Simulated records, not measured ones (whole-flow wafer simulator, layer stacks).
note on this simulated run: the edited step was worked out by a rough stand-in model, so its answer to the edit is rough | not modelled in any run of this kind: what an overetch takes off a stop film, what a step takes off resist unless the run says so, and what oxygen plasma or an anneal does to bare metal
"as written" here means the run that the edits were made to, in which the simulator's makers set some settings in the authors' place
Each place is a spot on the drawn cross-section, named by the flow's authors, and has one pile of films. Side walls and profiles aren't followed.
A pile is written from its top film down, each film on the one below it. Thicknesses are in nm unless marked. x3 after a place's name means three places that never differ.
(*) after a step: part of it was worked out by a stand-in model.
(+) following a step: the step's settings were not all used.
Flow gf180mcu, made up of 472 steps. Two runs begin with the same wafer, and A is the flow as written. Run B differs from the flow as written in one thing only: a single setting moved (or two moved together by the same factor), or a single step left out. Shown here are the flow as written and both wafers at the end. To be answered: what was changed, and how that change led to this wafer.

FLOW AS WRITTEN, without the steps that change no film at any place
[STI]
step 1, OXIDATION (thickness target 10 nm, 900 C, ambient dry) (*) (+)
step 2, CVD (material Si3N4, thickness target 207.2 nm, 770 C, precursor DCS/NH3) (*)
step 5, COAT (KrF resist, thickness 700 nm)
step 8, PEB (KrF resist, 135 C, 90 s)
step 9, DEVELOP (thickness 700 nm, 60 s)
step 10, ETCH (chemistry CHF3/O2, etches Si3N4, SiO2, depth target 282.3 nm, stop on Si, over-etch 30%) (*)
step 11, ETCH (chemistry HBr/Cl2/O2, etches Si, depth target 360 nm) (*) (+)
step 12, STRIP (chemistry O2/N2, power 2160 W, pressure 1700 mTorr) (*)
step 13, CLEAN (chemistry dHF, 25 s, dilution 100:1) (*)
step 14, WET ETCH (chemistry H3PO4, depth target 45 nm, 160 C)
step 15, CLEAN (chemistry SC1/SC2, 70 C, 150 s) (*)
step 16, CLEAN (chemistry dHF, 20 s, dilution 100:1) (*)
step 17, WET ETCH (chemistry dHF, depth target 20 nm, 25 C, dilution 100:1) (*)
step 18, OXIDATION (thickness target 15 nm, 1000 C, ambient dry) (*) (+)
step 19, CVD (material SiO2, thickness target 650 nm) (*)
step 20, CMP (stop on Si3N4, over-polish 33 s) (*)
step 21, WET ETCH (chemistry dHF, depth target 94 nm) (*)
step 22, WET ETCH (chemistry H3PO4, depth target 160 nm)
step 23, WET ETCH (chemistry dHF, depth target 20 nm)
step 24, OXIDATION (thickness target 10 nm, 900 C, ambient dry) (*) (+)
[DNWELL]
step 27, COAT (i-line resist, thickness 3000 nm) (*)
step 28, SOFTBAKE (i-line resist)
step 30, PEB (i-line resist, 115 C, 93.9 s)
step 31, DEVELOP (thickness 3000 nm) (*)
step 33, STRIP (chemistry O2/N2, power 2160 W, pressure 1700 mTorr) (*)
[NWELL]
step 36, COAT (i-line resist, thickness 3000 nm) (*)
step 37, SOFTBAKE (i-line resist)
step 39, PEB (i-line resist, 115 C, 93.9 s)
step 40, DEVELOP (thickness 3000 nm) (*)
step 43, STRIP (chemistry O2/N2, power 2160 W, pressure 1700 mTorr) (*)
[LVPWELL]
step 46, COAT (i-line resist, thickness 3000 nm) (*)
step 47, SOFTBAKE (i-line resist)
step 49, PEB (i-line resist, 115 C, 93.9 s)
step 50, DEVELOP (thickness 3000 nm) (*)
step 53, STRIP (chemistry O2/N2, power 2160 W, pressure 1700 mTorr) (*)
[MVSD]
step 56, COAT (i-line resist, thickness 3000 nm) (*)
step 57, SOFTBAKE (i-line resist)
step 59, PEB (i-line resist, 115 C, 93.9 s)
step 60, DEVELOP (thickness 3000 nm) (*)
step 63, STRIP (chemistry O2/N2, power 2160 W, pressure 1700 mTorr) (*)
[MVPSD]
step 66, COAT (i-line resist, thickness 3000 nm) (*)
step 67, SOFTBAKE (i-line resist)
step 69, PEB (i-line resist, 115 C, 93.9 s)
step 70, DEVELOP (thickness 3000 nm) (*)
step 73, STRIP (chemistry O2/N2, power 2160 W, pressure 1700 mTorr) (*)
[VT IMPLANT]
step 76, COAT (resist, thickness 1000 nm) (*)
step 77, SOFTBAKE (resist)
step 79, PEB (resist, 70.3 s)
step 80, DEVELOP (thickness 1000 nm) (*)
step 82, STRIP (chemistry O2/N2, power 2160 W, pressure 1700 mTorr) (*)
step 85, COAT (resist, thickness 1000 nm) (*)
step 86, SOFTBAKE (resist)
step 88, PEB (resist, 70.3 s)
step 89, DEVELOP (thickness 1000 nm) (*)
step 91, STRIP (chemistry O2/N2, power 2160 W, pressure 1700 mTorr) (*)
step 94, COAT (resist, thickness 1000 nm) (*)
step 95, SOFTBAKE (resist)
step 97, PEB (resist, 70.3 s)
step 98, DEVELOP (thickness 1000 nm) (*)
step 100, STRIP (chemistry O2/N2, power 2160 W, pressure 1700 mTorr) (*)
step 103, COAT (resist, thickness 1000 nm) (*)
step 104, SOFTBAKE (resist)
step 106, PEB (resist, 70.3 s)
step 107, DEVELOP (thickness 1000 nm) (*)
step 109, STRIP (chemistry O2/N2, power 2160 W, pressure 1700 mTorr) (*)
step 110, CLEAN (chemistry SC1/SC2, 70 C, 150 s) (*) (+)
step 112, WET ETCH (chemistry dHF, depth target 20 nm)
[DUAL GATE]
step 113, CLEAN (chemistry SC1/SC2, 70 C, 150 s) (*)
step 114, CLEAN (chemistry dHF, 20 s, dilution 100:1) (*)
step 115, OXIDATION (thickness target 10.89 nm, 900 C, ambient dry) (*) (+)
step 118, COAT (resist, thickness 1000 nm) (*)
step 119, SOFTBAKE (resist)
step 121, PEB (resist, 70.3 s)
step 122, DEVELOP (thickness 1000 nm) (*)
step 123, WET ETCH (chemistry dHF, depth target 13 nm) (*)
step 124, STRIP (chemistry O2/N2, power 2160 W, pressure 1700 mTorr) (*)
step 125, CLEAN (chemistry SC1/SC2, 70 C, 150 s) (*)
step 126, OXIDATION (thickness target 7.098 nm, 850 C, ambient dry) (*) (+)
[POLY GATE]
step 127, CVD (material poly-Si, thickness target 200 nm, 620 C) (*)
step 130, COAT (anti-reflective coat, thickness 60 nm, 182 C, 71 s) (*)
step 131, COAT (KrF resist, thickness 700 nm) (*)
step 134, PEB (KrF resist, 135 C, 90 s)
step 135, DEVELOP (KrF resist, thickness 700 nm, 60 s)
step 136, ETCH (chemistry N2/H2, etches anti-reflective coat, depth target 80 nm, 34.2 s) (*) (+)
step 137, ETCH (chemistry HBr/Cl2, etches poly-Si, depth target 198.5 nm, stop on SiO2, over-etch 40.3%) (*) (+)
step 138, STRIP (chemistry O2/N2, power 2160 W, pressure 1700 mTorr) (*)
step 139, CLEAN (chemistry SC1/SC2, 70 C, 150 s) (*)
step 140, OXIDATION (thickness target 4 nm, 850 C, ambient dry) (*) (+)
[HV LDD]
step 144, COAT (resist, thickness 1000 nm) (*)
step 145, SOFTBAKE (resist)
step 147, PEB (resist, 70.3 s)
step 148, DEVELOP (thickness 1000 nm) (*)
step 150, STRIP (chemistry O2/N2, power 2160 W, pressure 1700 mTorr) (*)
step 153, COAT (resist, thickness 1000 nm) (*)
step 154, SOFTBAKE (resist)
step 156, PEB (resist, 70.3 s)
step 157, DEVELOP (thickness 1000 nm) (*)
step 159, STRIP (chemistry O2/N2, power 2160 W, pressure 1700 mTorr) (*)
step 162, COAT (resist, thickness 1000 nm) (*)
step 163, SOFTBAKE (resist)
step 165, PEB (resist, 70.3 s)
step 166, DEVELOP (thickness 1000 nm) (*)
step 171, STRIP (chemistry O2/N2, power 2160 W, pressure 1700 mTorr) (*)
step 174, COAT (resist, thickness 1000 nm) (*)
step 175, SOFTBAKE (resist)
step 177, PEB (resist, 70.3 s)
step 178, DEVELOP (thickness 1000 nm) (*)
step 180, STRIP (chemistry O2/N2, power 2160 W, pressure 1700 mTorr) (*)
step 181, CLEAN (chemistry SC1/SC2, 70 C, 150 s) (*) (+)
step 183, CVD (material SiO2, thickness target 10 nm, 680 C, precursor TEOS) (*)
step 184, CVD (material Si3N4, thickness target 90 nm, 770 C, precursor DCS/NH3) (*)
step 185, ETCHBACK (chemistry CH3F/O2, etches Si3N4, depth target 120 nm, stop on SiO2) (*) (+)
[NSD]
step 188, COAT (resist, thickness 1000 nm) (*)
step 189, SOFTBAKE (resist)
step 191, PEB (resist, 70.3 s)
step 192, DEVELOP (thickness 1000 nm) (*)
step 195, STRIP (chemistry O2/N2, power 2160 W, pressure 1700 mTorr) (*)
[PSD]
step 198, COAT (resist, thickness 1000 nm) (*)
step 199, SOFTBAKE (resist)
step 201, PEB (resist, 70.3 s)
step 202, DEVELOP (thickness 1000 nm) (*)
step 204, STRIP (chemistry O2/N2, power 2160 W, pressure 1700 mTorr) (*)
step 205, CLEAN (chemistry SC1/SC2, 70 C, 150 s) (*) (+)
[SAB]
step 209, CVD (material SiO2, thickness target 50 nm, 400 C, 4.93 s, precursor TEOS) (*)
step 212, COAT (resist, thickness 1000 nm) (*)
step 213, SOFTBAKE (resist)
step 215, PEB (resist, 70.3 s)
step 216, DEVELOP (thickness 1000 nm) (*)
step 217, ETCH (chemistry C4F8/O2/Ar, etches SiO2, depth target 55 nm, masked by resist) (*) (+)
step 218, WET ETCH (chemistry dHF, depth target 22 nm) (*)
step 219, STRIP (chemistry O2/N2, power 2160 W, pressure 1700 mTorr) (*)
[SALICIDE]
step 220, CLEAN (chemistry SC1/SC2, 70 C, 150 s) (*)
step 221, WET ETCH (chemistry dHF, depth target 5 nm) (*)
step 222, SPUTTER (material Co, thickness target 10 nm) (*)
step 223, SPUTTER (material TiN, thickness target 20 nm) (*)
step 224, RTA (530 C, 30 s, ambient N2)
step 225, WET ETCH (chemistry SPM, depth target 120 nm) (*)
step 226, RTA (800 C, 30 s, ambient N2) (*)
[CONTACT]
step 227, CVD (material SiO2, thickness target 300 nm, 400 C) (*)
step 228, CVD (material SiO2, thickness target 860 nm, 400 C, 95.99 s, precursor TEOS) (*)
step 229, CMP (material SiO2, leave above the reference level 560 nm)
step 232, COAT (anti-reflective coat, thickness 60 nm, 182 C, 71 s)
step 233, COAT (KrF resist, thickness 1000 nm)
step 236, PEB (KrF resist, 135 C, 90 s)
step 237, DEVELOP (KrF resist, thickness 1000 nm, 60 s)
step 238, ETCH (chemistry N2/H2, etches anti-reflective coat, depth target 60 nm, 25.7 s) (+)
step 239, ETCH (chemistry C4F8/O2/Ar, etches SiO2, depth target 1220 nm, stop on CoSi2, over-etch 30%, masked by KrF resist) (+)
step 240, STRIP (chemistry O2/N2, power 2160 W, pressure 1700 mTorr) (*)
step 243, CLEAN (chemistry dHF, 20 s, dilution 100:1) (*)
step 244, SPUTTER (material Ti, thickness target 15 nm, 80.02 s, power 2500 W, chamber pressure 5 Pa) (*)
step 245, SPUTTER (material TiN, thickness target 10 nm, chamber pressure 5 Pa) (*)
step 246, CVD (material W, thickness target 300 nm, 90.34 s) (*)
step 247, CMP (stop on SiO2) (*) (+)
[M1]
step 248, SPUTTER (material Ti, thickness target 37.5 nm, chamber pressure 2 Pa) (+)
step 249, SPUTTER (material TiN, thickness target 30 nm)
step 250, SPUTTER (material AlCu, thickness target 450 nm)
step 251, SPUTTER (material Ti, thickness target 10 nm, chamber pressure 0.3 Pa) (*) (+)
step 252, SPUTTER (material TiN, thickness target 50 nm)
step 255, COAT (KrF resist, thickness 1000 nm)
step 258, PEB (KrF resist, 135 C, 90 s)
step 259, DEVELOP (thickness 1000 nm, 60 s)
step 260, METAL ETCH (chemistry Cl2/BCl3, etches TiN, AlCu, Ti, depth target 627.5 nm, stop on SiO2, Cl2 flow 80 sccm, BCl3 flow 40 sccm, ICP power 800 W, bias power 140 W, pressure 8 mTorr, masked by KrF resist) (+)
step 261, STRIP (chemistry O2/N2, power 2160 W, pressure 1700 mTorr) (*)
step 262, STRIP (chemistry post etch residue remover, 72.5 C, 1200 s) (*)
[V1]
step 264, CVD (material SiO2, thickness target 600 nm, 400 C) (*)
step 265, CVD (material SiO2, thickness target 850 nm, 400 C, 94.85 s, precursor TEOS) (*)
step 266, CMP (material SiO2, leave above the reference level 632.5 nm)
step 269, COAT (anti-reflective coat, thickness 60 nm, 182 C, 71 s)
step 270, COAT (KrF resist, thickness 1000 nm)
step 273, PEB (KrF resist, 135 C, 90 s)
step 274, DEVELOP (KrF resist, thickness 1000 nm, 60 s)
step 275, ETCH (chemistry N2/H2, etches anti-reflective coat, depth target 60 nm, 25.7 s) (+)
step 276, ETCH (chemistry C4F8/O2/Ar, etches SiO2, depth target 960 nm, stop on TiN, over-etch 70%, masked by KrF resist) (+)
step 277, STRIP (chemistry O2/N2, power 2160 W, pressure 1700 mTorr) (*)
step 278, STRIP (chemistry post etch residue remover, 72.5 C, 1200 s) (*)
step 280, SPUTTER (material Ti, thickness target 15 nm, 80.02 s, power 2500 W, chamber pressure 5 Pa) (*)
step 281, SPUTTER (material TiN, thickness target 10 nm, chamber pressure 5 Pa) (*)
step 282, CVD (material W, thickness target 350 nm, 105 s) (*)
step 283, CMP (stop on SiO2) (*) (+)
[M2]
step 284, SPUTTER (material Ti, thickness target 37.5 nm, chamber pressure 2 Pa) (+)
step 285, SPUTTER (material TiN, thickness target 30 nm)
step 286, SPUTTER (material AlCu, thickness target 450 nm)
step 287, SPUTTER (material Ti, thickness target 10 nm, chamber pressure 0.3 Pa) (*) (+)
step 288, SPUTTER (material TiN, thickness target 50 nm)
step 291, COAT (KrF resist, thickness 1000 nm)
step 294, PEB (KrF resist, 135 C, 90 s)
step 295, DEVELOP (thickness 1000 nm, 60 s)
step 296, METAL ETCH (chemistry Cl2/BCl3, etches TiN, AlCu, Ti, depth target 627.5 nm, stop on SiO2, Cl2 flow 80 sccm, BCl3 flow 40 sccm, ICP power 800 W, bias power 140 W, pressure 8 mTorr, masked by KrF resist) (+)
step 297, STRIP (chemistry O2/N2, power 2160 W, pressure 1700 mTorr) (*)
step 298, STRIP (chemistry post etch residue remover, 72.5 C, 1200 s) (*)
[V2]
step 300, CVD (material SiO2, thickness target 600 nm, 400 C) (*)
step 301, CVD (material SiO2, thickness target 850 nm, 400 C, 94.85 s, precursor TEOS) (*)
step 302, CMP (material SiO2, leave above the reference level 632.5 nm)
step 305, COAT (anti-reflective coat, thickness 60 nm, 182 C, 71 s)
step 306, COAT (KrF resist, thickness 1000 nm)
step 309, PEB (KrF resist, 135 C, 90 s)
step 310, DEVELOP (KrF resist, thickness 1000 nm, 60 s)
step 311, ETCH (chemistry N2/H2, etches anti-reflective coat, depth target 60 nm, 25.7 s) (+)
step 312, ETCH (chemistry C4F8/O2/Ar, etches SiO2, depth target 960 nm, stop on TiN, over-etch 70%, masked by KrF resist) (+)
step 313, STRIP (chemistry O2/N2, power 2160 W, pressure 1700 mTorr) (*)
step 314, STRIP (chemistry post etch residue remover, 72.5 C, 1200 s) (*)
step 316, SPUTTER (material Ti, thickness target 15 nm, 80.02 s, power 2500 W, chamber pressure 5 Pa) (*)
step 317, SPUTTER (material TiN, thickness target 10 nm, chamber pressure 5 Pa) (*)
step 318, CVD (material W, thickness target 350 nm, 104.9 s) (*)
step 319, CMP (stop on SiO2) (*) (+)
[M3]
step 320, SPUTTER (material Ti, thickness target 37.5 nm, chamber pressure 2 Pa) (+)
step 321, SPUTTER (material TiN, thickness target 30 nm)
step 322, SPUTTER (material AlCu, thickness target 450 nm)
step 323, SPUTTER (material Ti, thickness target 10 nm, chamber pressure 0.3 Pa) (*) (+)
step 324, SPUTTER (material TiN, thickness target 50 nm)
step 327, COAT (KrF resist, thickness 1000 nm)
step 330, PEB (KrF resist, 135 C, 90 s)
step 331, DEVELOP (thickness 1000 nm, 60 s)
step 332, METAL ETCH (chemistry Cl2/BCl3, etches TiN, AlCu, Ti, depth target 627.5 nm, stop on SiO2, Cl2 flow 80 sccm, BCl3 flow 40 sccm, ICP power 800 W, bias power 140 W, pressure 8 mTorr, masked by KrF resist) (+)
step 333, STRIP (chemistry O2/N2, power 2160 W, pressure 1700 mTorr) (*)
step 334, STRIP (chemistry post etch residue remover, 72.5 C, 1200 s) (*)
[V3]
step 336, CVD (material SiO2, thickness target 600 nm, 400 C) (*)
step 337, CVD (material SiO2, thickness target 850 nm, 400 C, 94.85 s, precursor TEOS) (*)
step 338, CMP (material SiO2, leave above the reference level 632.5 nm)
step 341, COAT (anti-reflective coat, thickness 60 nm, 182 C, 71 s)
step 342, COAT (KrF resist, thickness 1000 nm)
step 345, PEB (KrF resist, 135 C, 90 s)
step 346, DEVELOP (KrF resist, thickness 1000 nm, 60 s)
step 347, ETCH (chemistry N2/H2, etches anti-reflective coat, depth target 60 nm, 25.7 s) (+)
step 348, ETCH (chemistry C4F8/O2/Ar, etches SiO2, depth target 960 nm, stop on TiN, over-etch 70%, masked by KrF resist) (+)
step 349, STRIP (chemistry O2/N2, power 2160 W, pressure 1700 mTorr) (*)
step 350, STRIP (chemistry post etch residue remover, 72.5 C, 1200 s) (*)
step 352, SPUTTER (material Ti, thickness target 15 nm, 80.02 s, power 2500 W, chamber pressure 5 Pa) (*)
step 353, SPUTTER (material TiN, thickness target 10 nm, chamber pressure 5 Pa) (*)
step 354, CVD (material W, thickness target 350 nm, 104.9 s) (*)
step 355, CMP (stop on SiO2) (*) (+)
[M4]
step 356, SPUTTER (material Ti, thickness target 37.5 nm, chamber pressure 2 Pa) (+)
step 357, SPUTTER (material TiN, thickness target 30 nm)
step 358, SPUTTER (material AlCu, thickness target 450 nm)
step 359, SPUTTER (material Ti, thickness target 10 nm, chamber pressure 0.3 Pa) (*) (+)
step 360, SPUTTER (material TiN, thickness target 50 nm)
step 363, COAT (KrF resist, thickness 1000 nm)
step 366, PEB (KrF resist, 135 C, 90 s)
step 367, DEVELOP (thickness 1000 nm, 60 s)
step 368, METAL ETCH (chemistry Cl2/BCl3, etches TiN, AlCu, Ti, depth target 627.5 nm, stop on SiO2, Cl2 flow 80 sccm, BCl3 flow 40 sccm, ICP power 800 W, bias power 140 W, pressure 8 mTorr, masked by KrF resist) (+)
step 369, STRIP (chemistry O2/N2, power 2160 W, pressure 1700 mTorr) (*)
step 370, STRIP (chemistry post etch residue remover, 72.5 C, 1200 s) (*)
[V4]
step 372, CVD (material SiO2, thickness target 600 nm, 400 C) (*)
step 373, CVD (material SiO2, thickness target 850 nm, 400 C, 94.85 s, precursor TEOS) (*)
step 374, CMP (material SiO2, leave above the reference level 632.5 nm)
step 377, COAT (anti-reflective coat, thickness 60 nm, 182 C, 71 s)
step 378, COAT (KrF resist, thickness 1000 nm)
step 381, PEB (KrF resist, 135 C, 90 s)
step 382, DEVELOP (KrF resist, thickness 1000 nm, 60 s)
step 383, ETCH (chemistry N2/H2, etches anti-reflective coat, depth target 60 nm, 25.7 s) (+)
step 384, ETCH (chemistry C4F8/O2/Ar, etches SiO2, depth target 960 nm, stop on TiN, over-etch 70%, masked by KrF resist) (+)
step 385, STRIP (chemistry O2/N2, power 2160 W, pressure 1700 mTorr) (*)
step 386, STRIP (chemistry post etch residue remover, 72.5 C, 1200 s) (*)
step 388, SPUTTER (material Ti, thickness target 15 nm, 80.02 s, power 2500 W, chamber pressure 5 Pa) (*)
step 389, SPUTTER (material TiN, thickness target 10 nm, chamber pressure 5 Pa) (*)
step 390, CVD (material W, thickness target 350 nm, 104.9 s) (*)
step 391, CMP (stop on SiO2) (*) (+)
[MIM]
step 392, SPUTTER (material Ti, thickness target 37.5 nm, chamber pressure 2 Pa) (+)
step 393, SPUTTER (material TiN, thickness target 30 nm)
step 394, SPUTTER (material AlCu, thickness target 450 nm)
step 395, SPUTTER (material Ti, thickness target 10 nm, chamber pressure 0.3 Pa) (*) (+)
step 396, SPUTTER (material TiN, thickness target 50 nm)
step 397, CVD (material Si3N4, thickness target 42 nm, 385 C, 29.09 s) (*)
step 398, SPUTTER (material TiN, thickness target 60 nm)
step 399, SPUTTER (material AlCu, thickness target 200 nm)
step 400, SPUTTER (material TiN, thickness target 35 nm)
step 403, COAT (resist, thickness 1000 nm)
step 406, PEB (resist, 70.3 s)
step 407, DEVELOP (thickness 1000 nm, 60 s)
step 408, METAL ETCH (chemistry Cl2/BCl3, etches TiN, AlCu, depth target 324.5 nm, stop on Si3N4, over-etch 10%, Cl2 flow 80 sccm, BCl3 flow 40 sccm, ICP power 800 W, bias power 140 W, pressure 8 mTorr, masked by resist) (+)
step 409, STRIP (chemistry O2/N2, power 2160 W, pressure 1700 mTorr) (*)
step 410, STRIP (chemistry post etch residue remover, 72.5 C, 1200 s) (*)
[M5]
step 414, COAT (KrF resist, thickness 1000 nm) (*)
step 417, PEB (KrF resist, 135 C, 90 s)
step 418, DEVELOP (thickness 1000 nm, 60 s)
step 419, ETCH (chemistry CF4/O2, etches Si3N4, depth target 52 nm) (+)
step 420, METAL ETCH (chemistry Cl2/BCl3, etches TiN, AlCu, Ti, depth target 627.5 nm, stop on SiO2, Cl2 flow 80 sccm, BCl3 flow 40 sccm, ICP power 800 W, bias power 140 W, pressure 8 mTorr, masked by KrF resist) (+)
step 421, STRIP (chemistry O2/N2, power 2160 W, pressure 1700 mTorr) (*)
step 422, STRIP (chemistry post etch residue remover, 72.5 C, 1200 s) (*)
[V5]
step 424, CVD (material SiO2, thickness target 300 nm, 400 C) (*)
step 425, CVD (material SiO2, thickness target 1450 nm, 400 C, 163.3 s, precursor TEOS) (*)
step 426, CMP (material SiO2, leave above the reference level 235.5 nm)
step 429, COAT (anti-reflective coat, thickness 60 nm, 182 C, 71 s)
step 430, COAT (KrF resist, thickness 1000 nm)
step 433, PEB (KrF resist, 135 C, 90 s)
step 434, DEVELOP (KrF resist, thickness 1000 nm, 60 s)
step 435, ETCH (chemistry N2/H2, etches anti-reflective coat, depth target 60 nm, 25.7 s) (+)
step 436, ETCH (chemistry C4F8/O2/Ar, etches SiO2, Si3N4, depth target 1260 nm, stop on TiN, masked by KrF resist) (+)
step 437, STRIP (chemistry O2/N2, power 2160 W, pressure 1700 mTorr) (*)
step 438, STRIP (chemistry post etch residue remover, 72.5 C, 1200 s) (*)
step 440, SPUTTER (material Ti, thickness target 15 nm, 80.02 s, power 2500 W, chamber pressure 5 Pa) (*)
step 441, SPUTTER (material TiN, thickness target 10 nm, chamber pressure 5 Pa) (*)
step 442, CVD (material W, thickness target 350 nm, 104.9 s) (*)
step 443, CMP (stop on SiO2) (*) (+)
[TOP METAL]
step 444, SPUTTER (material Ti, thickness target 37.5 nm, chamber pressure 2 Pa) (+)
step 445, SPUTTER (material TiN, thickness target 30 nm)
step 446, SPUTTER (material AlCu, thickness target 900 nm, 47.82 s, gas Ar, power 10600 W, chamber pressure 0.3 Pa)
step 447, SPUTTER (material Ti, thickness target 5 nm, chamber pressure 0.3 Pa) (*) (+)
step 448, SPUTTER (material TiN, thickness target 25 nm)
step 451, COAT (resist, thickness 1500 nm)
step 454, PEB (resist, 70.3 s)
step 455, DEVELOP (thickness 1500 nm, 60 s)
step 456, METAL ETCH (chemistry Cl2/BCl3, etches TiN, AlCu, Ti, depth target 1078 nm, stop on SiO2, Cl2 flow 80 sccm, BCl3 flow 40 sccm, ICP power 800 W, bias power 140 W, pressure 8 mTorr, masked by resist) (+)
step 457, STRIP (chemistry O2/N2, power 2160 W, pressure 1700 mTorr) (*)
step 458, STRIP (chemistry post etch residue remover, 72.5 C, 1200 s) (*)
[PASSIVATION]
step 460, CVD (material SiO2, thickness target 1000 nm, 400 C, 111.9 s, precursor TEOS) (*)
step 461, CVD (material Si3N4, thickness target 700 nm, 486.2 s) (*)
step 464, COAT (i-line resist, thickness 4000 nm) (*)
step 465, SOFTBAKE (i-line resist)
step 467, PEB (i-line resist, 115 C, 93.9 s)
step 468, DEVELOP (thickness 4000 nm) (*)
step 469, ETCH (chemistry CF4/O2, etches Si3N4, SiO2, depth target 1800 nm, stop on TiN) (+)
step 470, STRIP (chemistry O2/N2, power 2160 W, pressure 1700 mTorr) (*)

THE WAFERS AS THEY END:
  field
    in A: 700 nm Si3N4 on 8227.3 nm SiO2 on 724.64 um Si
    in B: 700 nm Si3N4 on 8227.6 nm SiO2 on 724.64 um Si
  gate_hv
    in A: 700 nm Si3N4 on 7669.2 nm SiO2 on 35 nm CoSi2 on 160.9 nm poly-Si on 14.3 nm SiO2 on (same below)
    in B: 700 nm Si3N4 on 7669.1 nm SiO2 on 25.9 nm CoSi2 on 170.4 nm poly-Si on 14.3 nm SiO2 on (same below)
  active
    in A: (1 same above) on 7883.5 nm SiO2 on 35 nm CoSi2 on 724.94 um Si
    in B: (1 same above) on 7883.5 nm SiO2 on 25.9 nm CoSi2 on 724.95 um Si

What caused this: step 222, SPUTTER: thickness target 7.4 nm was run, while the flow as written has thickness target 10 nm.

The path from the change to this, step by step:
  step 222, SPUTTER (material Co, thickness target 10 nm) (*)
      field, field__w7, field__w8 and 71 more: A +10 Co (new film) | B +7.4 Co (new film)
      field__w6, field_sub, field_sub__w2: A +9.95 Co (new film) | B +7.36 Co (new film)
      (also at 34 further places)
  step 224, RTA (530 C, 30 s, ambient N2)
      gate, gate_hv, gate_p and 22 more: A under 1 film: +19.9 CoSi (new film), -10 Co (all of it), -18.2 poly-Si | B under 1 film: +14.7 CoSi (new film), -7.4 Co (all of it), -13.5 poly-Si
      active, p_well, sd_n and 11 more: A under 1 film: +19.9 CoSi (new film), -10 Co (all of it), -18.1 Si | B under 1 film: +14.7 CoSi (new film), -7.4 Co (all of it), -13.4 Si
      (also at 10 further places)
  step 225, WET ETCH (chemistry SPM, depth target 120 nm) (*)
      field, field__w7, field__w8 and 32 more: A -20 TiN (all of it), -10 Co (all of it) | B -20 TiN (all of it), -7.4 Co (all of it)
      field_sub, field_sub__w2: A -19.9 TiN (all of it), -9.95 Co (all of it) | B -19.9 TiN (all of it), -7.36 Co (all of it)
      (also at 25 further places)
  step 226, RTA (800 C, 30 s, ambient N2) (*)
      gate, gate_hv, gate_p and 22 more: A +35 CoSi2 (new film), -19.9 CoSi (all of it), -18.2 poly-Si | B +25.9 CoSi2 (new film), -14.7 CoSi (all of it), -13.5 poly-Si
      active, p_well, sd_n and 11 more: A +35 CoSi2 (new film), -19.9 CoSi (all of it), -18.1 Si | B +25.9 CoSi2 (new film), -14.7 CoSi (all of it), -13.4 Si
      (also at 10 further places)
